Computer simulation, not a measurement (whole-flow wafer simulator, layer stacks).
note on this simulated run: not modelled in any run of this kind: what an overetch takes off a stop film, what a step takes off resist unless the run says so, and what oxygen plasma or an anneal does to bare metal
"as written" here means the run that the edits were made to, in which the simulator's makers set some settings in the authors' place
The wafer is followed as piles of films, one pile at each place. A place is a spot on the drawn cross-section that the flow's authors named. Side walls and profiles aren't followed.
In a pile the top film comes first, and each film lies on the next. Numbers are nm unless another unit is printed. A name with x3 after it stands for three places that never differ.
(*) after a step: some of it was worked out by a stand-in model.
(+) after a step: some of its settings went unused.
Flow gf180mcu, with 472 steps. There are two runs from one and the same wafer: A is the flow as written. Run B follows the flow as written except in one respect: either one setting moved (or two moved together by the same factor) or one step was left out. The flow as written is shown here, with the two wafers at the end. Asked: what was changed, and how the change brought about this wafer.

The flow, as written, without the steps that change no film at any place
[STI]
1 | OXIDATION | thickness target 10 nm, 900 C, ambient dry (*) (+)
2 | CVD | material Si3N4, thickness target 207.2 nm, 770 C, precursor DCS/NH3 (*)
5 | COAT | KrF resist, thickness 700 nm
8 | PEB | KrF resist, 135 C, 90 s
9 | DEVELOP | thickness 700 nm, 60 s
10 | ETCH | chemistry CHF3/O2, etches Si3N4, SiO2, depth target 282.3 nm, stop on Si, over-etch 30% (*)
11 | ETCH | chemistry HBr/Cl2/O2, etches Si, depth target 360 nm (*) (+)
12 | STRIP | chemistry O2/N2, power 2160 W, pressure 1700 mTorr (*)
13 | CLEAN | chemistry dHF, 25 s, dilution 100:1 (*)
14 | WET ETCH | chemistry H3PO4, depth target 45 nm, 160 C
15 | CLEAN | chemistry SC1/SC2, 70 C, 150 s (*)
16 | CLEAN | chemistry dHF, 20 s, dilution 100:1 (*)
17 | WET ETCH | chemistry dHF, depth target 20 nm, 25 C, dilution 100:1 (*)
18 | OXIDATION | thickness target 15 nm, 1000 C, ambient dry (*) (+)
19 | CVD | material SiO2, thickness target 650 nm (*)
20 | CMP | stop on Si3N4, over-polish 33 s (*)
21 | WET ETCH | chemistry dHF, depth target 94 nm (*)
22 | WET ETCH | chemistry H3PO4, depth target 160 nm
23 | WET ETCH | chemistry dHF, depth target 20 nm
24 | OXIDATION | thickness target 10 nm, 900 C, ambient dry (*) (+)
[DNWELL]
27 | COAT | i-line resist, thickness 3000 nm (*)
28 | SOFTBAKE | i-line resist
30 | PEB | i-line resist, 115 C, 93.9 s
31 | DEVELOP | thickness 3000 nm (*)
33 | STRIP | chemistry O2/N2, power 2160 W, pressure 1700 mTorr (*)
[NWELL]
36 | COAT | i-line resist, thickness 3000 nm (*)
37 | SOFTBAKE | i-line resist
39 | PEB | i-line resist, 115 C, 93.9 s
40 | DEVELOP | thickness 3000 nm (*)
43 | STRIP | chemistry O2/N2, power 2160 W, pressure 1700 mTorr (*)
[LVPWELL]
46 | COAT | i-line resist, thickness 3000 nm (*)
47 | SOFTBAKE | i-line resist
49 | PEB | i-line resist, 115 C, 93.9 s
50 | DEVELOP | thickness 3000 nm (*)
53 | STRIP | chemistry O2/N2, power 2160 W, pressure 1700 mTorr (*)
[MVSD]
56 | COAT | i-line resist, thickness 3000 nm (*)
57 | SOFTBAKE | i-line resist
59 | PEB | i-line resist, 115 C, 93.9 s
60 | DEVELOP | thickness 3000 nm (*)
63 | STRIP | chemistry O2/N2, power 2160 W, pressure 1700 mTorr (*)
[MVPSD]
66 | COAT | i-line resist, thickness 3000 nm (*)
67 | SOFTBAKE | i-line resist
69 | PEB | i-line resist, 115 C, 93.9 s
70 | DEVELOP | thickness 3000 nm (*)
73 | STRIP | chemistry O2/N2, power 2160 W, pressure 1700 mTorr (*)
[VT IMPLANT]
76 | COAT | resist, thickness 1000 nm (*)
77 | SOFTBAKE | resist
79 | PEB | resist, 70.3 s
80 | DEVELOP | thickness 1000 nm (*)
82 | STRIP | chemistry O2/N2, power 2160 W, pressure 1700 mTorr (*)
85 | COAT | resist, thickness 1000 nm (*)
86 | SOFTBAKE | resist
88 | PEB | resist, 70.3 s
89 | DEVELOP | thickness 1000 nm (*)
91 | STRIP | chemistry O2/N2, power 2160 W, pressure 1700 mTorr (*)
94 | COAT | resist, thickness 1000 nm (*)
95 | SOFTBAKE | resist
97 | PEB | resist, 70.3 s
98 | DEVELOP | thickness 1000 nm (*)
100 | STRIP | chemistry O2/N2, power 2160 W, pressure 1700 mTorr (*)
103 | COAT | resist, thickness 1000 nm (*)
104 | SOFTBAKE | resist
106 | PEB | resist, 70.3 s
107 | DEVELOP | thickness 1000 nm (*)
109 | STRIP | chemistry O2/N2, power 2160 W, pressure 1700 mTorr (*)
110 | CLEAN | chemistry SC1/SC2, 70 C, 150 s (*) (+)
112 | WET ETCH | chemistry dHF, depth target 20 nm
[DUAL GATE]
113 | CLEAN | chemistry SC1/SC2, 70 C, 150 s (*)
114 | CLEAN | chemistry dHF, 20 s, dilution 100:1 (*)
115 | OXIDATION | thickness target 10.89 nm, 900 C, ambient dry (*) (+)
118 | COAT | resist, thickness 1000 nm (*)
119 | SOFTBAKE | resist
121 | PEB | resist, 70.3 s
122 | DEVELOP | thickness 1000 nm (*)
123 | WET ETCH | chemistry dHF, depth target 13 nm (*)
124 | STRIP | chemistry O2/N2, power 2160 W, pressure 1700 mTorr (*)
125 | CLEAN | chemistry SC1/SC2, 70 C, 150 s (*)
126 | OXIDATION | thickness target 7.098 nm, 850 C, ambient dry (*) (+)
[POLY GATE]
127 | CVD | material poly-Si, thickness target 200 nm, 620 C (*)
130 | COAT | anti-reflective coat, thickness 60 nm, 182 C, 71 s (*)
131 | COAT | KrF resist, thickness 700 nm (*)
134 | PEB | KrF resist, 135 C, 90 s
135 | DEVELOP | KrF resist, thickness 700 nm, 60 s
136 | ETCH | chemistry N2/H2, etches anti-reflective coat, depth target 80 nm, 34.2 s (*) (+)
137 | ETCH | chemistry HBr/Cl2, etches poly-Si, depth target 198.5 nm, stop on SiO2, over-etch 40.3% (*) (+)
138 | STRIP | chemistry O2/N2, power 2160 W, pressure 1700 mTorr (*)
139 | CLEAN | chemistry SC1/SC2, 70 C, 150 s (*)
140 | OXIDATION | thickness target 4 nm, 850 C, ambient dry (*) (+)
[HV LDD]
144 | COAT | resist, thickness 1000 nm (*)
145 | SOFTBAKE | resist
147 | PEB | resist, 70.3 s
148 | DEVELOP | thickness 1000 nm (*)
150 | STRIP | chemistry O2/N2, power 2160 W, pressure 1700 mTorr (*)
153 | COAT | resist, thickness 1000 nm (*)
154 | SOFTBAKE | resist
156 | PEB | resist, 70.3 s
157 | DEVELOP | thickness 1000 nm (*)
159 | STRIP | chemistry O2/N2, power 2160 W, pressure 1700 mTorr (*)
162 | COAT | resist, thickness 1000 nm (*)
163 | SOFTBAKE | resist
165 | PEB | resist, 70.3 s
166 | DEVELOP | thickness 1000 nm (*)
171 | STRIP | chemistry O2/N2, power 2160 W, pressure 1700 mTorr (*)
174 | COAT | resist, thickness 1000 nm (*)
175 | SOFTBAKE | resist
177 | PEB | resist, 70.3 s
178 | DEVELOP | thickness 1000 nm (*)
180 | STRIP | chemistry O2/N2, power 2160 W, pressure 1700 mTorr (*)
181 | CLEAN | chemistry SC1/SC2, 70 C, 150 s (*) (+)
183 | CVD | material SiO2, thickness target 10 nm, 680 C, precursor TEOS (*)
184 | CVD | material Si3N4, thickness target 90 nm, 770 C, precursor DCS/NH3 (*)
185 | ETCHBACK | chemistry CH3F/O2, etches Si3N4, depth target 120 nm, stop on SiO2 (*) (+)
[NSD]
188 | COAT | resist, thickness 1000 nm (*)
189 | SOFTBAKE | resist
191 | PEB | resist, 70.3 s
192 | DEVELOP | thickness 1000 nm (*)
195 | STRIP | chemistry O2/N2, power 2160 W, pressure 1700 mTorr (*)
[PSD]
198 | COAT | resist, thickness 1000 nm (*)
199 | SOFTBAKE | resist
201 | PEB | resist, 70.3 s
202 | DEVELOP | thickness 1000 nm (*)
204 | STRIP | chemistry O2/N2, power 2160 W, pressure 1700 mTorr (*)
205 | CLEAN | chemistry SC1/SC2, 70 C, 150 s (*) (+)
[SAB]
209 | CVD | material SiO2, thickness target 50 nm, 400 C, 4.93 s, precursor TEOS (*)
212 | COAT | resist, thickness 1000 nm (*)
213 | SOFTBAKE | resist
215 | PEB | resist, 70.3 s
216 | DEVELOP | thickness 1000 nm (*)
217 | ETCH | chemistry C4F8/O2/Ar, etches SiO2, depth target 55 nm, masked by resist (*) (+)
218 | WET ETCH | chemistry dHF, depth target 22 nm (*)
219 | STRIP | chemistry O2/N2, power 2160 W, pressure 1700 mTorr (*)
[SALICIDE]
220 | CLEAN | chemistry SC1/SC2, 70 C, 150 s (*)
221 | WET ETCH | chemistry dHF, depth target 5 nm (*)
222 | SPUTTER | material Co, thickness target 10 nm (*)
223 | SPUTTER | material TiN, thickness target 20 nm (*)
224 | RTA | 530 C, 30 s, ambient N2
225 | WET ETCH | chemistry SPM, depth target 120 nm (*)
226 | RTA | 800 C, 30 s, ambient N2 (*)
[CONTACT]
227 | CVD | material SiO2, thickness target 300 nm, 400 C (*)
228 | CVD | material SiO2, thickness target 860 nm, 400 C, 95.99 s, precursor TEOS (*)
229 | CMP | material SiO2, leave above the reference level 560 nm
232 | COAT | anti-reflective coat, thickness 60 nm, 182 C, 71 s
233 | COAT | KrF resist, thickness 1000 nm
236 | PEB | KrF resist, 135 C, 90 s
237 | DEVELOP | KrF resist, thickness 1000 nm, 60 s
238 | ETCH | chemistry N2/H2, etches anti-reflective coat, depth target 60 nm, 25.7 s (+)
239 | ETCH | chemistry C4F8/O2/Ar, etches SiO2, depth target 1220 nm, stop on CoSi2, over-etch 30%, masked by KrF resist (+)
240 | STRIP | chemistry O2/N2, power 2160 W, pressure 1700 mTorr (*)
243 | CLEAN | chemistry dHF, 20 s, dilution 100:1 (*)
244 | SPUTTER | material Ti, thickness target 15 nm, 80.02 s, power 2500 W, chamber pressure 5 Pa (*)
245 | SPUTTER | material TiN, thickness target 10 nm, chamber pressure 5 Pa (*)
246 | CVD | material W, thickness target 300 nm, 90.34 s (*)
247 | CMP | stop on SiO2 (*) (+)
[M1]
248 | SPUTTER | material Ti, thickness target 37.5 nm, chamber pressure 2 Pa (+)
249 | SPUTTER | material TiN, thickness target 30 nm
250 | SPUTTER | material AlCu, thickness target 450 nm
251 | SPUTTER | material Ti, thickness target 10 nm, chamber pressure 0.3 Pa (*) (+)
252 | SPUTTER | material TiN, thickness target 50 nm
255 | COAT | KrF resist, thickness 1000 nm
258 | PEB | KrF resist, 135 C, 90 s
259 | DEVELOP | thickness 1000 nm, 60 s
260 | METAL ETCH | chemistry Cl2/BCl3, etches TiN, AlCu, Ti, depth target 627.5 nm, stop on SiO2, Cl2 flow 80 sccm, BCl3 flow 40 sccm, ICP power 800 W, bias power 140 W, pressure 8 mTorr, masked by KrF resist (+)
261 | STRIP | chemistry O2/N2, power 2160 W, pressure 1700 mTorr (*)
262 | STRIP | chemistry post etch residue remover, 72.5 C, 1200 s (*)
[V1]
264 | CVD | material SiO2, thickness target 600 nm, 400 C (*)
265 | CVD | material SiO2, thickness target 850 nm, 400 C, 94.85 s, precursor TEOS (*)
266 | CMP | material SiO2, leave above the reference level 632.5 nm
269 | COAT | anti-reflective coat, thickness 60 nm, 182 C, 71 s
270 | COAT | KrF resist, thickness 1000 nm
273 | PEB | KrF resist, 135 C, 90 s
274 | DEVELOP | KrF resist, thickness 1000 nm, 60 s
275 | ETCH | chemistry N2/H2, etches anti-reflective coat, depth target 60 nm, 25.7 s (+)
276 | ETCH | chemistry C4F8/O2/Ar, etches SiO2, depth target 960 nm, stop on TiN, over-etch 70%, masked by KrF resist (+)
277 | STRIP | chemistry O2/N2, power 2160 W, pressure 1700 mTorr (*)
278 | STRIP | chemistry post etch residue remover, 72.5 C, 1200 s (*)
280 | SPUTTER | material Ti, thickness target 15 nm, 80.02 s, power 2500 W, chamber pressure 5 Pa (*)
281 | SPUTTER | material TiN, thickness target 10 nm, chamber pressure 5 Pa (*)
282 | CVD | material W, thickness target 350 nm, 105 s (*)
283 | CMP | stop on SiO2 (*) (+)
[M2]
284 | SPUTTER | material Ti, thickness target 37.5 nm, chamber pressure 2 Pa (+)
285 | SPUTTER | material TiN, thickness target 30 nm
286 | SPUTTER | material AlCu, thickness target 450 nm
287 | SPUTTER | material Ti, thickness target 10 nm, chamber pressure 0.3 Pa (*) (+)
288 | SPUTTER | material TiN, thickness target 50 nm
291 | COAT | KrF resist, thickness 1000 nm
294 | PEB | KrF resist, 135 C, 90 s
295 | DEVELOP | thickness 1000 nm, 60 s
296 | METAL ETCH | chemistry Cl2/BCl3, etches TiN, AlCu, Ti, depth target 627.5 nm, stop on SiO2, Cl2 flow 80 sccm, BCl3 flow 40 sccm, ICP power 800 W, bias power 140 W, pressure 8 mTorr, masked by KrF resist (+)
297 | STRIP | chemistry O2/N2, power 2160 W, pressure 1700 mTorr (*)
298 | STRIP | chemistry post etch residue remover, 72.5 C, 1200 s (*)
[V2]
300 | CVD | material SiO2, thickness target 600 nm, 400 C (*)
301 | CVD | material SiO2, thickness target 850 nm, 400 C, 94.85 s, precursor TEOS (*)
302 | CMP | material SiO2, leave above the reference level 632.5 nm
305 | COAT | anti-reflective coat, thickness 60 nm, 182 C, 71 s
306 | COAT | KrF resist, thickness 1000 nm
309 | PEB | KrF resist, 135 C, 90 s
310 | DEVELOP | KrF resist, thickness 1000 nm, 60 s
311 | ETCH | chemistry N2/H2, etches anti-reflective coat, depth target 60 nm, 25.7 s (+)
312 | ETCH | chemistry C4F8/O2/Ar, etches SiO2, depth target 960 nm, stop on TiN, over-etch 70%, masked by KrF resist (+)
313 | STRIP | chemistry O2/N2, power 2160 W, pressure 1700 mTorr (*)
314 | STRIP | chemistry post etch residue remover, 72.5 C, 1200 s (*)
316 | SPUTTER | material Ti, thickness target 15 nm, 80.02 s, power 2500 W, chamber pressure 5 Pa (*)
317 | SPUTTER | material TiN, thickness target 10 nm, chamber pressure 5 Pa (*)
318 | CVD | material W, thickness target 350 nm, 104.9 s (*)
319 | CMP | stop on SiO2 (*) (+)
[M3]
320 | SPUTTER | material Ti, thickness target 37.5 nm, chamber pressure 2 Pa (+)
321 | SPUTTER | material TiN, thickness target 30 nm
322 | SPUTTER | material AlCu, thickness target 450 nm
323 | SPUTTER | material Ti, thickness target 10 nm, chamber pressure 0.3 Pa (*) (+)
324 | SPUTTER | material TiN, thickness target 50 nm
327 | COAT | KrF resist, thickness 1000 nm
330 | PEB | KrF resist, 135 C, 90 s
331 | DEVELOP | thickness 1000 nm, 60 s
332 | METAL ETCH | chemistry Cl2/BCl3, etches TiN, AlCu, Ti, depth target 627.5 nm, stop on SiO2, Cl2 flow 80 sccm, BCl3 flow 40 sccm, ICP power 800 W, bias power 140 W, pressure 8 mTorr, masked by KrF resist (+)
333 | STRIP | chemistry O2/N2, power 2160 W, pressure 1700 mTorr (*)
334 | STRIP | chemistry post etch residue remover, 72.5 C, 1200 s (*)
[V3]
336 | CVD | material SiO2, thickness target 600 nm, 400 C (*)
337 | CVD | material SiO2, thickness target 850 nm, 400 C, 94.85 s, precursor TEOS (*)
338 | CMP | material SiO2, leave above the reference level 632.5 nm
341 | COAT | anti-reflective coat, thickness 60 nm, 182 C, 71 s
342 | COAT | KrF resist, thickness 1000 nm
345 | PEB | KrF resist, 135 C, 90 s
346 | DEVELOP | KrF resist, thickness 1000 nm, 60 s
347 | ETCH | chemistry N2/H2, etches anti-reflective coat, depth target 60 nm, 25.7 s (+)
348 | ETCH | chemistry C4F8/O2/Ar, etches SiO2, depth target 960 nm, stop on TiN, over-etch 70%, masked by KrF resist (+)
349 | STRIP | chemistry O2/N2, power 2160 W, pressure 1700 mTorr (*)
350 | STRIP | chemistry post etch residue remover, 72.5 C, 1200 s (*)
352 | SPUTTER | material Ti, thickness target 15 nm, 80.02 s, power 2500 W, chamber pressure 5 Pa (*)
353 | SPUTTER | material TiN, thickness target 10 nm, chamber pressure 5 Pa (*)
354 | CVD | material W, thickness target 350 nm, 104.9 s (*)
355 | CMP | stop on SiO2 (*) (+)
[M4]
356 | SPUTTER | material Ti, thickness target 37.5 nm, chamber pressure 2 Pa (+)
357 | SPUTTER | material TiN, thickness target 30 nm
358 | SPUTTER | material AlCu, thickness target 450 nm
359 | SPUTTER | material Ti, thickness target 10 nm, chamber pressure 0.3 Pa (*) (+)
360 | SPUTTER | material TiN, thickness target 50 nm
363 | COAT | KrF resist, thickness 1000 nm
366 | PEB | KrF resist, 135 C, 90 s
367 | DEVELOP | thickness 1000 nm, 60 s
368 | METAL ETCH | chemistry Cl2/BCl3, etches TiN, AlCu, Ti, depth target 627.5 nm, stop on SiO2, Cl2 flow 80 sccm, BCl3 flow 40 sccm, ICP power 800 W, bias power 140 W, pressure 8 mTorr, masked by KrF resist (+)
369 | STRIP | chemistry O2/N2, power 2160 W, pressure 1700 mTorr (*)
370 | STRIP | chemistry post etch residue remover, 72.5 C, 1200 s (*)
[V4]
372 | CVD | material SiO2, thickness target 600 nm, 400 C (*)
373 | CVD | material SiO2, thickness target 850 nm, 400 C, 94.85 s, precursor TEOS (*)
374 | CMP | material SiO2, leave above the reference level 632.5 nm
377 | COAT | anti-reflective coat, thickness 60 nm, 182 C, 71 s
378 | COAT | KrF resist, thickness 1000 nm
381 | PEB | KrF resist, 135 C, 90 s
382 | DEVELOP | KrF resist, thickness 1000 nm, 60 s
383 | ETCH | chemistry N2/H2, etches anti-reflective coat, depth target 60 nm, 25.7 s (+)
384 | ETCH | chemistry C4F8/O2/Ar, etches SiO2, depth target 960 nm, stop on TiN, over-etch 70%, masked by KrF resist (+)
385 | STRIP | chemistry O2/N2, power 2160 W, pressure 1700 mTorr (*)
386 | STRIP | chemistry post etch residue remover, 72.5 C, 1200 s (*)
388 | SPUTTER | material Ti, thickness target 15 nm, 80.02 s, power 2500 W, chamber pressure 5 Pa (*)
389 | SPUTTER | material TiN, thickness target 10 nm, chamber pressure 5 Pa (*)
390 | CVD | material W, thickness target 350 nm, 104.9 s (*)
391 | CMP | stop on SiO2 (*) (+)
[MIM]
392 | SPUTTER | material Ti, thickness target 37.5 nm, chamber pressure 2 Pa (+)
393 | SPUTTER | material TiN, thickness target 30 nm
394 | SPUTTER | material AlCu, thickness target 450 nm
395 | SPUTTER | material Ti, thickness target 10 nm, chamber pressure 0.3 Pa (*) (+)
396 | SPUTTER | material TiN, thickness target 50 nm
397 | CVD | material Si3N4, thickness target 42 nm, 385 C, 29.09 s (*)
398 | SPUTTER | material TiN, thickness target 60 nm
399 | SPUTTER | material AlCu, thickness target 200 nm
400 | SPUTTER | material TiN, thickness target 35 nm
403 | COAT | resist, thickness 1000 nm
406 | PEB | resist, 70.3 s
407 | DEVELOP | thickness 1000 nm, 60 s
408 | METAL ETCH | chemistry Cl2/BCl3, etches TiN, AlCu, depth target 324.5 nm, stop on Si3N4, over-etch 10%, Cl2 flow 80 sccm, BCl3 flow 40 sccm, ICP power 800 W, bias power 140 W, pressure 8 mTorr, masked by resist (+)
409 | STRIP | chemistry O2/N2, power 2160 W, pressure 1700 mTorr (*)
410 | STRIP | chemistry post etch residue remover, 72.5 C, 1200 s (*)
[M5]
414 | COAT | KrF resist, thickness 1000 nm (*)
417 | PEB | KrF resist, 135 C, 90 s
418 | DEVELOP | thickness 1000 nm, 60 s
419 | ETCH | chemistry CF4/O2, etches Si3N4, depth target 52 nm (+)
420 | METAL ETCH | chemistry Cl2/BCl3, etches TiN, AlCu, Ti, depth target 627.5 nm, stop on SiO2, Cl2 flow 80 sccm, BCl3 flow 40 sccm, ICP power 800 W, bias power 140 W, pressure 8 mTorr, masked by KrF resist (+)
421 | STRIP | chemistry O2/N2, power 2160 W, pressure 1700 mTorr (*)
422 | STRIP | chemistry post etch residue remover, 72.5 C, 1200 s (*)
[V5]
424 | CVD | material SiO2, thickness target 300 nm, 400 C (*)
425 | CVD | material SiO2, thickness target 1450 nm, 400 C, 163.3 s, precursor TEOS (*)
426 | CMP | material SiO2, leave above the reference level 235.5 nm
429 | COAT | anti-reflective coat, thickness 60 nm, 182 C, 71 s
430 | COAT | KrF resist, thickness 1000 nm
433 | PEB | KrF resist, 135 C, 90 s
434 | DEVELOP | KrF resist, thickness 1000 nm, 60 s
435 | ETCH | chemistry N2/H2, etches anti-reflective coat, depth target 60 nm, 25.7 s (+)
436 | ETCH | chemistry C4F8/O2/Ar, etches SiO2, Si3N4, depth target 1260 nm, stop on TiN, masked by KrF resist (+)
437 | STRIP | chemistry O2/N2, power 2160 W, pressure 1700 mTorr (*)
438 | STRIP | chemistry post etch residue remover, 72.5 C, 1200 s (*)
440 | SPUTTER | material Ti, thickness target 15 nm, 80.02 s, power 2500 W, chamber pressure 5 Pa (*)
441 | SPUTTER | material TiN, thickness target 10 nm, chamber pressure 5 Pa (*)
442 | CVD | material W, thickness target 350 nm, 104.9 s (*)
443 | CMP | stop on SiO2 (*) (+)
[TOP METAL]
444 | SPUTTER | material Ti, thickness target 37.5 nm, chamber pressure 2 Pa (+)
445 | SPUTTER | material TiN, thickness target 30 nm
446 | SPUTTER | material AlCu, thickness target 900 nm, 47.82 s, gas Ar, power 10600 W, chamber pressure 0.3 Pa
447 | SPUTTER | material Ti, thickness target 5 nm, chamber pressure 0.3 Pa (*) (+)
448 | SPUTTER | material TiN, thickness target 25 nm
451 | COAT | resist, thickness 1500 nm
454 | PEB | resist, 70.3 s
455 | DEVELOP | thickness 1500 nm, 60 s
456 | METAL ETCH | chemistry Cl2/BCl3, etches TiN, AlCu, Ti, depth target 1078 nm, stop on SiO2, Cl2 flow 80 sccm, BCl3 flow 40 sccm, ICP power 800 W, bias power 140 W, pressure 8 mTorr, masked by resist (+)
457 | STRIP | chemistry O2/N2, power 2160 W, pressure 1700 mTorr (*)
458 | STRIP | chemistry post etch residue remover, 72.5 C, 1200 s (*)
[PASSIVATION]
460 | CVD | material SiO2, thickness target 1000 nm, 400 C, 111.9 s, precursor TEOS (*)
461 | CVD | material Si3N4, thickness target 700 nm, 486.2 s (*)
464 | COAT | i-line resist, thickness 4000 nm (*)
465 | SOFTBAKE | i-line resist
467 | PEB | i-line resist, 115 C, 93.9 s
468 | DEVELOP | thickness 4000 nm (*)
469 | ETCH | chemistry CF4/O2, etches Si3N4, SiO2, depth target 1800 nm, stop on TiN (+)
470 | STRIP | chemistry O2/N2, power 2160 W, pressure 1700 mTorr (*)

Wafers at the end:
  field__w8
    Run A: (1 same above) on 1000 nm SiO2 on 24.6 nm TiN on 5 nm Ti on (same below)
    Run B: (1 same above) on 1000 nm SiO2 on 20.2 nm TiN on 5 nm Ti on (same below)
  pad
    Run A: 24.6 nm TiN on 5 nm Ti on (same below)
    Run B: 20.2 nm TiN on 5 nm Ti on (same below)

What caused this: step 448, SPUTTER: thickness target 20.6 nm was run, while the flow as written has thickness target 25 nm.

Step by step, how the change led to this:
  448 | SPUTTER | material TiN, thickness target 25 nm
      field, field__w1, field__w2 and 109 more: A +25 TiN (new film) | B +20.6 TiN (new film)
  456 | METAL ETCH | chemistry Cl2/BCl3, etches TiN, AlCu, Ti, depth target 1078 nm, stop on SiO2, Cl2 flow 80 sccm, BCl3 flow 40 sccm, ICP power 800 W, bias power 140 W, pressure 8 mTorr, masked by resist (+)
      field, field__w1, field__w2 and 103 more: A -25 TiN (all of it), -5 Ti (all of it), -900 AlCu (all of it), -30 TiN (all of it), -37.5 Ti (all of it) | B -20.6 TiN (all of it), -5 Ti (all of it), -900 AlCu (all of it), -30 TiN (all of it), -37.5 Ti (all of it)
